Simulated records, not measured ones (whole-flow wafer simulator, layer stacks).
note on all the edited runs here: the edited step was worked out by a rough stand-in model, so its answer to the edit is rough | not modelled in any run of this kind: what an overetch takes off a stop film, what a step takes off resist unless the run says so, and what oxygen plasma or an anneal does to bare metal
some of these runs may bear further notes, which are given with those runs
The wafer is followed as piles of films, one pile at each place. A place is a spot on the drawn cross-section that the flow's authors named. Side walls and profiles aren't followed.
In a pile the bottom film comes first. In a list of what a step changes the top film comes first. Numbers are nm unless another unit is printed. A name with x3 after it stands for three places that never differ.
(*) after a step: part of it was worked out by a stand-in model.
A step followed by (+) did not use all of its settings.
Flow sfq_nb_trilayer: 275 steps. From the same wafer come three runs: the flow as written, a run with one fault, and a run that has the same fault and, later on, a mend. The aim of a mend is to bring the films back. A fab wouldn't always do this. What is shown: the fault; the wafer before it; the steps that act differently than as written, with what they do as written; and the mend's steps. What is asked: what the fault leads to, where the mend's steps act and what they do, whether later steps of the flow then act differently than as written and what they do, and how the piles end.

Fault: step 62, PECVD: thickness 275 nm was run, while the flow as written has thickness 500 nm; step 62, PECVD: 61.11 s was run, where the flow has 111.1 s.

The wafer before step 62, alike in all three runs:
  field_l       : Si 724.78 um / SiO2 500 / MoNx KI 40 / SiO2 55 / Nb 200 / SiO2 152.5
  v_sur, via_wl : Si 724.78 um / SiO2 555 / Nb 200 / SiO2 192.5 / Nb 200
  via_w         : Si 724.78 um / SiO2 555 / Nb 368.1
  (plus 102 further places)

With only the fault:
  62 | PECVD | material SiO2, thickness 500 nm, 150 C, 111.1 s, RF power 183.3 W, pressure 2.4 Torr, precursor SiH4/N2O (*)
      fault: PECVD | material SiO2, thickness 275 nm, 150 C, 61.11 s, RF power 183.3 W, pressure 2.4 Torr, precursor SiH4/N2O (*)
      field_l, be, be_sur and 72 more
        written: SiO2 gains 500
        fault: SiO2 gains 275
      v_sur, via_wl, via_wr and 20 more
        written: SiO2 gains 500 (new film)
        fault: SiO2 gains 275 (new film)
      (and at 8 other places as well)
  Steps later in the flow that act otherwise than as written (not shown: 17 more steps that differ only slightly, by at most 2% or 0.5 nm, whichever is larger):
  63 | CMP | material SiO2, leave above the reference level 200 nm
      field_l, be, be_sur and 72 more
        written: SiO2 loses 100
        fault: nothing
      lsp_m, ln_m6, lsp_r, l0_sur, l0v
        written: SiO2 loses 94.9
        fault: nothing
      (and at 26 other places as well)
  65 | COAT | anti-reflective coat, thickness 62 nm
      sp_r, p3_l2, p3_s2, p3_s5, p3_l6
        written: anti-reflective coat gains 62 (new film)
        fault: anti-reflective coat gains 63.6 (new film)
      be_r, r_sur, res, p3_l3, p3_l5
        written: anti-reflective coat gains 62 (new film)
        fault: anti-reflective coat gains 63.5 (new film)
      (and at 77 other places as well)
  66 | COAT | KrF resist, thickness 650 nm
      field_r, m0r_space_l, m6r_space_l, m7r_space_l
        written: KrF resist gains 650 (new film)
        fault: KrF resist gains 665.1 (new film)
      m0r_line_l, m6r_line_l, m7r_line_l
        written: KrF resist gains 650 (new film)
        fault: KrF resist gains 674.9 (new film)
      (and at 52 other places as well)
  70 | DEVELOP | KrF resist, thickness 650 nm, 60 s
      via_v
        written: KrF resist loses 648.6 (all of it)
        fault: KrF resist loses 604 (all of it)
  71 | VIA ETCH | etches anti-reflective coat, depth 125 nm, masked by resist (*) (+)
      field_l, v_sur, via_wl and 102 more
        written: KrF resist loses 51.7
        fault: KrF resist loses 43.5
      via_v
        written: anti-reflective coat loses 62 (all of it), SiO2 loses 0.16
        fault: anti-reflective coat loses 52.2 (all of it), SiO2 loses 0.13
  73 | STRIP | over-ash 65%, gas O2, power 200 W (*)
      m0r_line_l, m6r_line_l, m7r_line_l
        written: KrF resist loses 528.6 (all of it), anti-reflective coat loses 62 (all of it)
        fault: KrF resist loses 561.7 (all of it), anti-reflective coat loses 62.9 (all of it)
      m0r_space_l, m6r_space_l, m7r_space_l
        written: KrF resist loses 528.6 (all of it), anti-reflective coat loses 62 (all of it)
        fault: KrF resist loses 551.9 (all of it), anti-reflective coat loses 78.4 (all of it)
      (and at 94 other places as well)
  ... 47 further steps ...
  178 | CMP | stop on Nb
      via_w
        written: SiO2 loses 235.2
        fault: SiO2 loses 226.5
  At via_w, p4_w1, p4_w2 and 7 more, the piles at the end differ from the flow's by more than 2% or 0.5 nm, whichever is larger.
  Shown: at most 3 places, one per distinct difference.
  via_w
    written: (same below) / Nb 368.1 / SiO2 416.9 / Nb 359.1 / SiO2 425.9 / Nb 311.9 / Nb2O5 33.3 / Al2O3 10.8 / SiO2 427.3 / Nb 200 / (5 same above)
    fault: (same below) / Nb 368.1 / SiO2 229.4 / Nb 168 / SiO2 151.8 / Nb 90.1 / SiO2 344 / Nb 161.3 / SiO2 189.6 / Nb 110.8 / Nb2O5 34.6 / Al2O3 10.1 / SiO2 495.5 / Nb 200 / (5 same above)
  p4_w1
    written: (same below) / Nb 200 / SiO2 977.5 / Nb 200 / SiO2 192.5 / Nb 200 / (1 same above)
    fault: (same below) / Nb 200 / SiO2 952.5 / Nb 200 / SiO2 217.5 / Nb 200 / (1 same above)

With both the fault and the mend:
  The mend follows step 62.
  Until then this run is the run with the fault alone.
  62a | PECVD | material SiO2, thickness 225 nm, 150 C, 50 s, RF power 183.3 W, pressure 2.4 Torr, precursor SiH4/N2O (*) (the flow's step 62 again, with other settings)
      field_l, v_sur, via_wl and 102 more
        SiO2 gains 225
      via_w
        SiO2 gains 200.4
  Steps later in the flow that act otherwise than as written:
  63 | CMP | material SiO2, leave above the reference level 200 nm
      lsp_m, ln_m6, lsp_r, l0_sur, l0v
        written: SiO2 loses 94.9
        mend: SiO2 loses 100
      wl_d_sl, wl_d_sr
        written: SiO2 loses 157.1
        mend: SiO2 loses 100
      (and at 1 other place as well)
  The piles end the same as the flow's at every place that both follow.
